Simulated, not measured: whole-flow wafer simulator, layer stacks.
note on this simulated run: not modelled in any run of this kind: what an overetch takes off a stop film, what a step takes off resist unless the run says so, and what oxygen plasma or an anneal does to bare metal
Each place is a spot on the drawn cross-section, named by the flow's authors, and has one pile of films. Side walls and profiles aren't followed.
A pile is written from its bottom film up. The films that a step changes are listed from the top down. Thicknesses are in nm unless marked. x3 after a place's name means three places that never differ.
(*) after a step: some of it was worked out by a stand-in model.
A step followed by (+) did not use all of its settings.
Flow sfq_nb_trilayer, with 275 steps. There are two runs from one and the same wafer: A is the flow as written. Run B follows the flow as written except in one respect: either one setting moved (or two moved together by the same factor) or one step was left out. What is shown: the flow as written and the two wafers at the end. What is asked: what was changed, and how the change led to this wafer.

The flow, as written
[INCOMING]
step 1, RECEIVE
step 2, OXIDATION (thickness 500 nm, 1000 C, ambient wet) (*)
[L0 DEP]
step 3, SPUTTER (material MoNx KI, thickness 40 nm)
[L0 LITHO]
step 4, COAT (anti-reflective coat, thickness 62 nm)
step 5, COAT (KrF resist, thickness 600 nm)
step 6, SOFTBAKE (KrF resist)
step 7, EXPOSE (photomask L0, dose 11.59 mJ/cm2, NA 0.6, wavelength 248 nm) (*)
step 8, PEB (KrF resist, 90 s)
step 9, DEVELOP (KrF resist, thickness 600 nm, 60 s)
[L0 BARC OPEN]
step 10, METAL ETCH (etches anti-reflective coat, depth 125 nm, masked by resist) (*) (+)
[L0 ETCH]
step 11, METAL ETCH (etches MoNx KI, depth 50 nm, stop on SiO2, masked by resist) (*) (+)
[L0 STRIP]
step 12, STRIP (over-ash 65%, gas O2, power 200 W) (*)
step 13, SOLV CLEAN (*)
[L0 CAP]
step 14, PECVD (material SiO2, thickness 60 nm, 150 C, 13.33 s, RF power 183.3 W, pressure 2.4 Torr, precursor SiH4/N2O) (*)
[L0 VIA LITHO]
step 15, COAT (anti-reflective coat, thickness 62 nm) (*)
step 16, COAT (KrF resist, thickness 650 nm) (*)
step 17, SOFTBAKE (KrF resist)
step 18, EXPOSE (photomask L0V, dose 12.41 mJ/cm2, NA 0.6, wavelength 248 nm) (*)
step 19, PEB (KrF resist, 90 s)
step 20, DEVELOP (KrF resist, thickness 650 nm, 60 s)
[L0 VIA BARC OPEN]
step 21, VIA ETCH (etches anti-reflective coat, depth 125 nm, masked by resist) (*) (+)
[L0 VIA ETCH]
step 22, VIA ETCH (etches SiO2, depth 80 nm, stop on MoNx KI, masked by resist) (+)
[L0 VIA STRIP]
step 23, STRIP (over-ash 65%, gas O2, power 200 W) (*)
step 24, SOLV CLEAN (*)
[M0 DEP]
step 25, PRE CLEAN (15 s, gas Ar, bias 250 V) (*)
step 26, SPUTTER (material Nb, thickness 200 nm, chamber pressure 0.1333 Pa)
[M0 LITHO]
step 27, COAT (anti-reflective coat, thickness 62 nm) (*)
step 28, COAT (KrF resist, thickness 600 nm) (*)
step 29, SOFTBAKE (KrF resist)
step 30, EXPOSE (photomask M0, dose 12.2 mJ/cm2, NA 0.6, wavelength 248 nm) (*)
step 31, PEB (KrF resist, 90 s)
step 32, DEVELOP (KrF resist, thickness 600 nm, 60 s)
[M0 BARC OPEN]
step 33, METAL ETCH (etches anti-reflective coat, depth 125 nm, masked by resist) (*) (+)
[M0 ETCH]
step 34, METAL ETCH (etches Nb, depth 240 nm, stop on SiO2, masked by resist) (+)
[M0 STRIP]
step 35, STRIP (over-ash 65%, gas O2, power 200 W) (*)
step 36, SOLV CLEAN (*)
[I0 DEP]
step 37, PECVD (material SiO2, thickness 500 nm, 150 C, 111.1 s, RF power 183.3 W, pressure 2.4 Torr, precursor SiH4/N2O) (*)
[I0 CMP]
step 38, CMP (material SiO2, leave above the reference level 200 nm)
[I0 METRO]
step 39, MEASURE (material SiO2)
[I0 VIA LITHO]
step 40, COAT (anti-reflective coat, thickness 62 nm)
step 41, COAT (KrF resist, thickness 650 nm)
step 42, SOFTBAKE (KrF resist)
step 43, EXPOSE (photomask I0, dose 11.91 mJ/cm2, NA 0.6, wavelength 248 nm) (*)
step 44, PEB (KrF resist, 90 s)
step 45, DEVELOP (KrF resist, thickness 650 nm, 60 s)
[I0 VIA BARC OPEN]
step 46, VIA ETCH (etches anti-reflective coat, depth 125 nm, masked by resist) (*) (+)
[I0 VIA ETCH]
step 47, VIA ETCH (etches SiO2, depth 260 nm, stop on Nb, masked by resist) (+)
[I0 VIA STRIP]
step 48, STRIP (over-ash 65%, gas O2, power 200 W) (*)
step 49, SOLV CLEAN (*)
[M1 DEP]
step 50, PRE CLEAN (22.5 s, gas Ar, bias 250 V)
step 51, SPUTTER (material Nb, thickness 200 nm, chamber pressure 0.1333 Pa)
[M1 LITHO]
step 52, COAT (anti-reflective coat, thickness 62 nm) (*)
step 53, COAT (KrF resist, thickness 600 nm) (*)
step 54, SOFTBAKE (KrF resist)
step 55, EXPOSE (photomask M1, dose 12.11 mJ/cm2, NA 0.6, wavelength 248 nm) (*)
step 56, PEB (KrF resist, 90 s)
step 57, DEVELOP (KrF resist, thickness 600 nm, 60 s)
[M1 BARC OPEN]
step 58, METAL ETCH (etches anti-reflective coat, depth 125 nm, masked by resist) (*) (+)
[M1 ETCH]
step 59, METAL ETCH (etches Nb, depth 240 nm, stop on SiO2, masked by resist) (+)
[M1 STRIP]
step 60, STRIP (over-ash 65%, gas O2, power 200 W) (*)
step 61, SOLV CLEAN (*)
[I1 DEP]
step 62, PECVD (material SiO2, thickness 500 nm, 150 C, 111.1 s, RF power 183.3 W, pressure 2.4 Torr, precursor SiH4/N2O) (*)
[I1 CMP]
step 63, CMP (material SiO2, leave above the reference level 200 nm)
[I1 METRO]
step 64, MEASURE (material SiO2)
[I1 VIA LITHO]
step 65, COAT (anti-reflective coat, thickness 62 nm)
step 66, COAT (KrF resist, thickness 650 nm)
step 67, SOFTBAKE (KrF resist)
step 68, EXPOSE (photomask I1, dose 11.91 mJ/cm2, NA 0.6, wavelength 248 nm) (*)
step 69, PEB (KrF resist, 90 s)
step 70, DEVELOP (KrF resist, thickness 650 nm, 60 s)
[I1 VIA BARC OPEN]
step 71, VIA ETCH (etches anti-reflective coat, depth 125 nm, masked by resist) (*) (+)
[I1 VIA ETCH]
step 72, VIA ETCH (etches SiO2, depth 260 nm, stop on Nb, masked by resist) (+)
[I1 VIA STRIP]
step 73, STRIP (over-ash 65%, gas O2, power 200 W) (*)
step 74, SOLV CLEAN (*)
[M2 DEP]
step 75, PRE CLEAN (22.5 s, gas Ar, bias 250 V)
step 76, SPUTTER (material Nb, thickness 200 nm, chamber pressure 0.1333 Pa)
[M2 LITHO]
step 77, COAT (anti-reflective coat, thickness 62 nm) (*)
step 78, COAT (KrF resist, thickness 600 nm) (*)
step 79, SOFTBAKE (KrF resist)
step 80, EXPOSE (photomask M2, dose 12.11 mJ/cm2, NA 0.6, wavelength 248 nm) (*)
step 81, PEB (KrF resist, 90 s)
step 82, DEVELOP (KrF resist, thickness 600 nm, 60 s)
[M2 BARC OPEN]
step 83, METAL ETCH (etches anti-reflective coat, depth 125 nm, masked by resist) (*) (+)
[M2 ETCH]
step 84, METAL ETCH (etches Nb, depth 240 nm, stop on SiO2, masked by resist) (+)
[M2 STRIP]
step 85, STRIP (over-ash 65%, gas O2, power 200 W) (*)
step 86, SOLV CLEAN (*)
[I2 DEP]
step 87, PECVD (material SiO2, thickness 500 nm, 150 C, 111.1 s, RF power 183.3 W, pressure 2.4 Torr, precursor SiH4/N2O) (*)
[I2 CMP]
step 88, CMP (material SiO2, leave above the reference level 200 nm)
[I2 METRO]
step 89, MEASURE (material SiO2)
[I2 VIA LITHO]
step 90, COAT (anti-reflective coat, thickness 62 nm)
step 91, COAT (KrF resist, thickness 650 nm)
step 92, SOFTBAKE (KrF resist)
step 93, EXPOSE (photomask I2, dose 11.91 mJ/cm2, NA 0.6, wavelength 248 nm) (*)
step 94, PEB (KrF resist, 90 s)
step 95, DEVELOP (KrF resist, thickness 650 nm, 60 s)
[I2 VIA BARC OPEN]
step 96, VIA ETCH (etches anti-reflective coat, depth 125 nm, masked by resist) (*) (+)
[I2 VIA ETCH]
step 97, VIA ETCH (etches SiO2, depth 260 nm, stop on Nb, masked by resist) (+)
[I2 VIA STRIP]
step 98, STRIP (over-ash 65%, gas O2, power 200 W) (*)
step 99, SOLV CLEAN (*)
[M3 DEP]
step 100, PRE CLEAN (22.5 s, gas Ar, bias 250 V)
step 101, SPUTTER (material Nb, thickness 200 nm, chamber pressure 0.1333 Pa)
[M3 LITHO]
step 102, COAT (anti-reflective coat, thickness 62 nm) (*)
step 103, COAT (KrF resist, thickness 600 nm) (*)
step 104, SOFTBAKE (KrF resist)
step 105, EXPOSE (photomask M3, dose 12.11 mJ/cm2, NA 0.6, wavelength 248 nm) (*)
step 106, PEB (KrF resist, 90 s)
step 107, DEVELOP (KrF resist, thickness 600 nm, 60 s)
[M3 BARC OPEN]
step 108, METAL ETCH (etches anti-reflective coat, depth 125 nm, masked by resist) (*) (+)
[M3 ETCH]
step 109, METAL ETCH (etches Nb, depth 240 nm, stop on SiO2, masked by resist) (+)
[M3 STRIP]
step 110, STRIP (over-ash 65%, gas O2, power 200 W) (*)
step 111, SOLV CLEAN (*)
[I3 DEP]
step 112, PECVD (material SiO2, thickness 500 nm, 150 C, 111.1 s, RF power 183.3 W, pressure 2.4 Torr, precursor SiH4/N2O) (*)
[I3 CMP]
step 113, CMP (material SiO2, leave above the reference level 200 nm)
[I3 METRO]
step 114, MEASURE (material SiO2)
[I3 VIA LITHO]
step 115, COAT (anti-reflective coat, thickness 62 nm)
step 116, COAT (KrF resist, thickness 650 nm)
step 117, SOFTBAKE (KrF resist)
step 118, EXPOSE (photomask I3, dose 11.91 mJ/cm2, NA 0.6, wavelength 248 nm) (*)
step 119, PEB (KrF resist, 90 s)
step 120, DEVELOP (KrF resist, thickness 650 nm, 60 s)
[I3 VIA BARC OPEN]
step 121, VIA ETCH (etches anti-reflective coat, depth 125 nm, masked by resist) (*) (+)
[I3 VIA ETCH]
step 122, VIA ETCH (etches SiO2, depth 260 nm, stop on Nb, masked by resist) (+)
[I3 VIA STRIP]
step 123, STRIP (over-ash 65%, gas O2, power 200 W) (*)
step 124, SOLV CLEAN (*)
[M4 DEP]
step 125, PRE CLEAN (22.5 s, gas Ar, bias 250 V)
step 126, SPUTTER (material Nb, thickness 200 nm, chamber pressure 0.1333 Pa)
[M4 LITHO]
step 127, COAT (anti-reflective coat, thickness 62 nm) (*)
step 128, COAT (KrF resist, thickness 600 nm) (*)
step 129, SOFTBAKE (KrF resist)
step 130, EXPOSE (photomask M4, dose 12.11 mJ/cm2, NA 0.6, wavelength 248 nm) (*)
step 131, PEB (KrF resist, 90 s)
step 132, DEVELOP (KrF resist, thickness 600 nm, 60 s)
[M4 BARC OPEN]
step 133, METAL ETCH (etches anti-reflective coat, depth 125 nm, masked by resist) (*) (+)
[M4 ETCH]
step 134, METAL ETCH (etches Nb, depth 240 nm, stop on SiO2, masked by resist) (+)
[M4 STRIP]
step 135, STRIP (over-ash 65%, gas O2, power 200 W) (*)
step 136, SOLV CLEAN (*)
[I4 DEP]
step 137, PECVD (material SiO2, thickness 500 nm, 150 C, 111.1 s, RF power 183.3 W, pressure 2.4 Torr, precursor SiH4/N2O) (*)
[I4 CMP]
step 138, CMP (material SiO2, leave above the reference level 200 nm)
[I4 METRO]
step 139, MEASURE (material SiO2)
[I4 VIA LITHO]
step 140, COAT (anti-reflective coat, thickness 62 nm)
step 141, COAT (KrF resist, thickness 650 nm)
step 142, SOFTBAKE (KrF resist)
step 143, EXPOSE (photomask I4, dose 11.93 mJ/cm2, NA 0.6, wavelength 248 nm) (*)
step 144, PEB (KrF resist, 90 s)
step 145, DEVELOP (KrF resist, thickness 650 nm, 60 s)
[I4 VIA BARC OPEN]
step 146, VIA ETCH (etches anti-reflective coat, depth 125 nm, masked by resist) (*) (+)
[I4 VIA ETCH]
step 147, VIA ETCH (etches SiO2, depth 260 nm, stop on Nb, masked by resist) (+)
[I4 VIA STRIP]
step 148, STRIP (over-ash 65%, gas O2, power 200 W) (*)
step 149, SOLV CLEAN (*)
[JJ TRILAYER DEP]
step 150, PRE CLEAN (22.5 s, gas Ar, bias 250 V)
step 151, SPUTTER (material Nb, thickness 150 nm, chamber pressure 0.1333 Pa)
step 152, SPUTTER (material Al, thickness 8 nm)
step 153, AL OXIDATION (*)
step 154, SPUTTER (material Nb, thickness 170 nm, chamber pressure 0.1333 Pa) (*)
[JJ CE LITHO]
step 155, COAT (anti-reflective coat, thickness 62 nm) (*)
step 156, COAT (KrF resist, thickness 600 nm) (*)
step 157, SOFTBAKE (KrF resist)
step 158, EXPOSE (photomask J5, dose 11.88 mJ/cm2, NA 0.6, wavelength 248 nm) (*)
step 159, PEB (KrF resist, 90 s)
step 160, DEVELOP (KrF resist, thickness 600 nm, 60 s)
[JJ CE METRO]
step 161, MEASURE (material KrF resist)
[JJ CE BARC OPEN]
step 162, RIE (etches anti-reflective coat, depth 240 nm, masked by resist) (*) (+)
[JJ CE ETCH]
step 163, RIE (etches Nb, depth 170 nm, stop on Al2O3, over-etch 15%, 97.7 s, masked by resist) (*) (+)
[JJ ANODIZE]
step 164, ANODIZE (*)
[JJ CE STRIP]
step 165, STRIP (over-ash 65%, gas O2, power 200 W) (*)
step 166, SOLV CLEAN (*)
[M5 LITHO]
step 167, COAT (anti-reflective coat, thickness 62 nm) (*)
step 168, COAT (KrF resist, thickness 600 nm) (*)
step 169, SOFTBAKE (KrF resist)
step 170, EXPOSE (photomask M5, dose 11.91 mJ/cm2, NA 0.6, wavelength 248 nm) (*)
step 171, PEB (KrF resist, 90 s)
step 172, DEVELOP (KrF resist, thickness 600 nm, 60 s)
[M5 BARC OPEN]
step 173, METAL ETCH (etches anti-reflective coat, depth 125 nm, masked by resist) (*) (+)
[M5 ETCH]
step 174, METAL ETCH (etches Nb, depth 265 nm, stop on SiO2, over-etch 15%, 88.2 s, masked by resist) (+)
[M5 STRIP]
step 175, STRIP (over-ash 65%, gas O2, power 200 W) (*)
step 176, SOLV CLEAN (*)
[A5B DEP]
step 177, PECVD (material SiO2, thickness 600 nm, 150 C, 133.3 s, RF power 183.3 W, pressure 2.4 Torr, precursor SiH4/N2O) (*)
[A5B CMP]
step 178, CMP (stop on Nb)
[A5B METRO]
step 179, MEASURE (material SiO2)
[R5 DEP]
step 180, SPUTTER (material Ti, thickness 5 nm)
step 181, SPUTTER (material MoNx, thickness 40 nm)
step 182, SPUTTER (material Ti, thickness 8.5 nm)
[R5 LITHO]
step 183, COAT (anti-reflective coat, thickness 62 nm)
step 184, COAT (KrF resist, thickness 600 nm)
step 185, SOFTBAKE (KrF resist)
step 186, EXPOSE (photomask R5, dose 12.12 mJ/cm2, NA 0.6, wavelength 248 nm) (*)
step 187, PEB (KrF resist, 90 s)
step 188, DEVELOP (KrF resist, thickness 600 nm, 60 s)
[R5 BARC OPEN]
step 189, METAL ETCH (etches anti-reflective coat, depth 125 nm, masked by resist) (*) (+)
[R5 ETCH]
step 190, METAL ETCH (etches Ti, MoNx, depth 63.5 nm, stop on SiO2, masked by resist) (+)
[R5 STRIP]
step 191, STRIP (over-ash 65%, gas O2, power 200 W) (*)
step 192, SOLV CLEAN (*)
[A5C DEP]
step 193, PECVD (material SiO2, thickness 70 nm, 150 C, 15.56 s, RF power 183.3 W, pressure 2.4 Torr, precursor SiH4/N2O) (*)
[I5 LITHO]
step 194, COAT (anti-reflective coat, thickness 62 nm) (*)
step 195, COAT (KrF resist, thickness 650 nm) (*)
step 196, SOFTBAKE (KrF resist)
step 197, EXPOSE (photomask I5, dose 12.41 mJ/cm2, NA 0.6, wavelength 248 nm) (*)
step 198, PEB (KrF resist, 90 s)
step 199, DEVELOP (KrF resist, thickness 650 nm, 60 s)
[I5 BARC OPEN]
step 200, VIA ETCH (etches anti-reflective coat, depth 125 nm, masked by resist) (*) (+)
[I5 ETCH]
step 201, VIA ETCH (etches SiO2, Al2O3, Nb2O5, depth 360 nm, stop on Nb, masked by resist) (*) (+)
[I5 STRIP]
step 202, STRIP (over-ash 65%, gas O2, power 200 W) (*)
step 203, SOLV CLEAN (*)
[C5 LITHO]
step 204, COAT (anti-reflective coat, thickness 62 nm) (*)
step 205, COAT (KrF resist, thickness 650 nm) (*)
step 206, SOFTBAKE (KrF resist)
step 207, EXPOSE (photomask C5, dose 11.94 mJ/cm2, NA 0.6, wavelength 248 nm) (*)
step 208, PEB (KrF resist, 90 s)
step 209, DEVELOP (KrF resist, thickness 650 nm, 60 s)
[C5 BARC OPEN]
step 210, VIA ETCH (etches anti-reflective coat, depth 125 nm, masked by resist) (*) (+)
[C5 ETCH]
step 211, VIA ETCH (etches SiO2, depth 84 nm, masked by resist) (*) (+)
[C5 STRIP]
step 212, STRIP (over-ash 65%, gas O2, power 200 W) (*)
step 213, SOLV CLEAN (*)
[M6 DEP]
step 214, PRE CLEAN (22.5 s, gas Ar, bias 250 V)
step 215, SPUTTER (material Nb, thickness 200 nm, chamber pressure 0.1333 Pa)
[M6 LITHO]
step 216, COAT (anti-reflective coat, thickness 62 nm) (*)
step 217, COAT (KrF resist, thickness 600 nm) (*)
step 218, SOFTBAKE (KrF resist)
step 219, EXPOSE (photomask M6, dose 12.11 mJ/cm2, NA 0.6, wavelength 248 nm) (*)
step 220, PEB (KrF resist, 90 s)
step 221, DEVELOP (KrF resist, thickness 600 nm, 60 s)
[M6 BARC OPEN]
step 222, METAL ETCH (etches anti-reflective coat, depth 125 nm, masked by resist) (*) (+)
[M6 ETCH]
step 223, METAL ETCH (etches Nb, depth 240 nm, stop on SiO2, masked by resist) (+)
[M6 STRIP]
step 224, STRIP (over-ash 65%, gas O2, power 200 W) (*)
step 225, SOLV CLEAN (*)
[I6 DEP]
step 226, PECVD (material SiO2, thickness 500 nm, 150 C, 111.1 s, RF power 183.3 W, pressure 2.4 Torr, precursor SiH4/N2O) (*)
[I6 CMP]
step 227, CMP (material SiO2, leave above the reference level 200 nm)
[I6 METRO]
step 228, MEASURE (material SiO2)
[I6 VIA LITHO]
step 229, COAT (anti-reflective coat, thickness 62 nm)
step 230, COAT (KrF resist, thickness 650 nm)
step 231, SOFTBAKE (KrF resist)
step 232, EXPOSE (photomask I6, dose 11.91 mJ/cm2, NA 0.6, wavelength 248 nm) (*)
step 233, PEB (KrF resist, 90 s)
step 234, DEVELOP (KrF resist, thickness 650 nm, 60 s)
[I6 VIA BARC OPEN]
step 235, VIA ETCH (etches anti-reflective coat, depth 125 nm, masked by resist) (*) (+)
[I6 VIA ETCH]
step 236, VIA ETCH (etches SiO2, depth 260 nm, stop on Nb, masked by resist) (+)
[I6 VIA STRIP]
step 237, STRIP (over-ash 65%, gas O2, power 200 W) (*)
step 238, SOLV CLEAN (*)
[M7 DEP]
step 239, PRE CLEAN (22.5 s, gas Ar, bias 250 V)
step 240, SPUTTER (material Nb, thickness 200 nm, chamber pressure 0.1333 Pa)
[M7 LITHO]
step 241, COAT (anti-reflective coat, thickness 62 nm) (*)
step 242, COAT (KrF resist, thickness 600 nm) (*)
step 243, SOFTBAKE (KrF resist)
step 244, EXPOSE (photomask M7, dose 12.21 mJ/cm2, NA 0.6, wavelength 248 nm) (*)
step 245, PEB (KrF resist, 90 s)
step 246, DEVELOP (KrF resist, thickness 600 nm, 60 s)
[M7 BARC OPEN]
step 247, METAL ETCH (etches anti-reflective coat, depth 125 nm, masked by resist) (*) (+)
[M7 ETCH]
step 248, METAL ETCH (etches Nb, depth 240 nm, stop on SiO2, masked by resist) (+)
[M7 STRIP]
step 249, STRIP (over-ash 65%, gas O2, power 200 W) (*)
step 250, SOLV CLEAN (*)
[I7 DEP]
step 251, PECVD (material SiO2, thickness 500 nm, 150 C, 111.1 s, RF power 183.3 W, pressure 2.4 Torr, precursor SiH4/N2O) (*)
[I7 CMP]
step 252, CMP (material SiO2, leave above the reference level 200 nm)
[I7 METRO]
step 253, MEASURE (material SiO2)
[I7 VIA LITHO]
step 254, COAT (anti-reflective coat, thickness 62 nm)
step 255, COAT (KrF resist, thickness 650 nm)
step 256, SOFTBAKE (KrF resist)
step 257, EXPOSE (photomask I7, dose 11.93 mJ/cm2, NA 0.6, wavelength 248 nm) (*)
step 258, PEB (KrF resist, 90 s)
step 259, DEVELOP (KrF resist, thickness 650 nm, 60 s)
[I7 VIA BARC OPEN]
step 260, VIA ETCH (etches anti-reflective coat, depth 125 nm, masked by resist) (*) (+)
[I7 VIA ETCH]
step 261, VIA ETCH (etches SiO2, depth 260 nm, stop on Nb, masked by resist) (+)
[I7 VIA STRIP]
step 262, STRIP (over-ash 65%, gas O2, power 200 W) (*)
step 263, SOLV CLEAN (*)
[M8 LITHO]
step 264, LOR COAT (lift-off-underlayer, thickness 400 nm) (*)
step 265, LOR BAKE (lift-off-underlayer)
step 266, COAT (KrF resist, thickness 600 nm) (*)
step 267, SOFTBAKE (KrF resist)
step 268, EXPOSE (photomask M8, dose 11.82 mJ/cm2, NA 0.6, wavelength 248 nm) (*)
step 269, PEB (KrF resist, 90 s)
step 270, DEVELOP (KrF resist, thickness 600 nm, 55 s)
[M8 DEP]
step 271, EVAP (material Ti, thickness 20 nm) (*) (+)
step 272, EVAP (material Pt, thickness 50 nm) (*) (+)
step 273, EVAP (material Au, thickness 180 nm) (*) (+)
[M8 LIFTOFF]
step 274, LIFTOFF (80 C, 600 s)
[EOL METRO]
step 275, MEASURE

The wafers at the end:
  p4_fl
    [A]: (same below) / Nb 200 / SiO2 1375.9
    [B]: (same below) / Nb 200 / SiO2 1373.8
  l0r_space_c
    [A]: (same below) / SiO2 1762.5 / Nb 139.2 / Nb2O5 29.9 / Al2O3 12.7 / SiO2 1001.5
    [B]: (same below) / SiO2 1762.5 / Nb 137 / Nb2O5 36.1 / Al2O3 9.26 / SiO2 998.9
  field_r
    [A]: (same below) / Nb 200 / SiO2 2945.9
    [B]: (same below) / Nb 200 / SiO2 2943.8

The reason: step 152, SPUTTER: thickness 5.92 nm was run, though the flow has thickness 8 nm.

How this came from the change, step by step:
  step 152, SPUTTER (material Al, thickness 8 nm)
      field_l, v_sur, via_sp and 100 more: A Al gains 8 (new film) | B Al gains 5.92 (new film)
      via_wl, via_wr: A Al gains 5.14 (new film) | B Al gains 3.8 (new film)
      (as well as at 1 more place)
  step 164, ANODIZE (*)
      field_l, v_sur, via_sp and 96 more: A Al2O3 gains 12.2, Nb2O5 gains 29.9 (new film), Al loses 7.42 (all of it), Nb loses 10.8 | B Al2O3 gains 8.81, Nb2O5 gains 36.1 (new film), Al loses 5.34 (all of it), Nb loses 13
      via_wl, via_wr: A Al2O3 gains 7.52 (new film), Nb2O5 gains 39.2 (new film), Al loses 4.56 (all of it), Nb loses 14.1 | B Al2O3 gains 5.32 (new film), Nb2O5 gains 43.1 (new film), Al loses 3.22 (all of it), Nb loses 15.5
      (as well as at 1 more place)
  step 167, COAT (anti-reflective coat, thickness 62 nm) (*)
      ce_l: A anti-reflective coat gains 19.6 (new film) | B anti-reflective coat gains 18.9 (new film)
      ce_r: A anti-reflective coat gains 19.7 (new film) | B anti-reflective coat gains 19 (new film)
  step 174, METAL ETCH (etches Nb, depth 265 nm, stop on SiO2, over-etch 15%, 88.2 s, masked by resist) (+)
      r_sur, res, r_end and 48 more: A Al2O3 loses 12.6 (all of it), Nb2O5 loses 29.9 (all of it), Nb loses 139.2 (all of it), SiO2 loses 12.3 | B Al2O3 loses 9.2 (all of it), Nb2O5 loses 36.1 (all of it), Nb loses 137 (all of it), SiO2 loses 12.2
      field_l, wl_a_sl: A Al2O3 loses 12.6 (all of it), Nb2O5 loses 29.9 (all of it), Nb loses 139.2 (all of it), SiO2 loses 12.3 | B Al2O3 loses 9.19 (all of it), Nb2O5 loses 36.1 (all of it), Nb loses 137 (all of it), SiO2 loses 12.2
  step 175, STRIP (over-ash 65%, gas O2, power 200 W) (*)
      ce_l: A KrF resist loses 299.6 (all of it), anti-reflective coat loses 19.6 (all of it) | B KrF resist loses 302.1 (all of it), anti-reflective coat loses 18.9 (all of it)
      ce_r: A KrF resist loses 299.9 (all of it), anti-reflective coat loses 19.7 (all of it) | B KrF resist loses 302.4 (all of it), anti-reflective coat loses 19 (all of it)
  step 201, VIA ETCH (etches SiO2, Al2O3, Nb2O5, depth 360 nm, stop on Nb, masked by resist) (*) (+)
      be: A SiO2 loses 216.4 (all of it), Al2O3 loses 12.7 (all of it), Nb2O5 loses 29.9 (all of it) | B SiO2 loses 213.8 (all of it), Al2O3 loses 9.26 (all of it), Nb2O5 loses 36.1 (all of it)
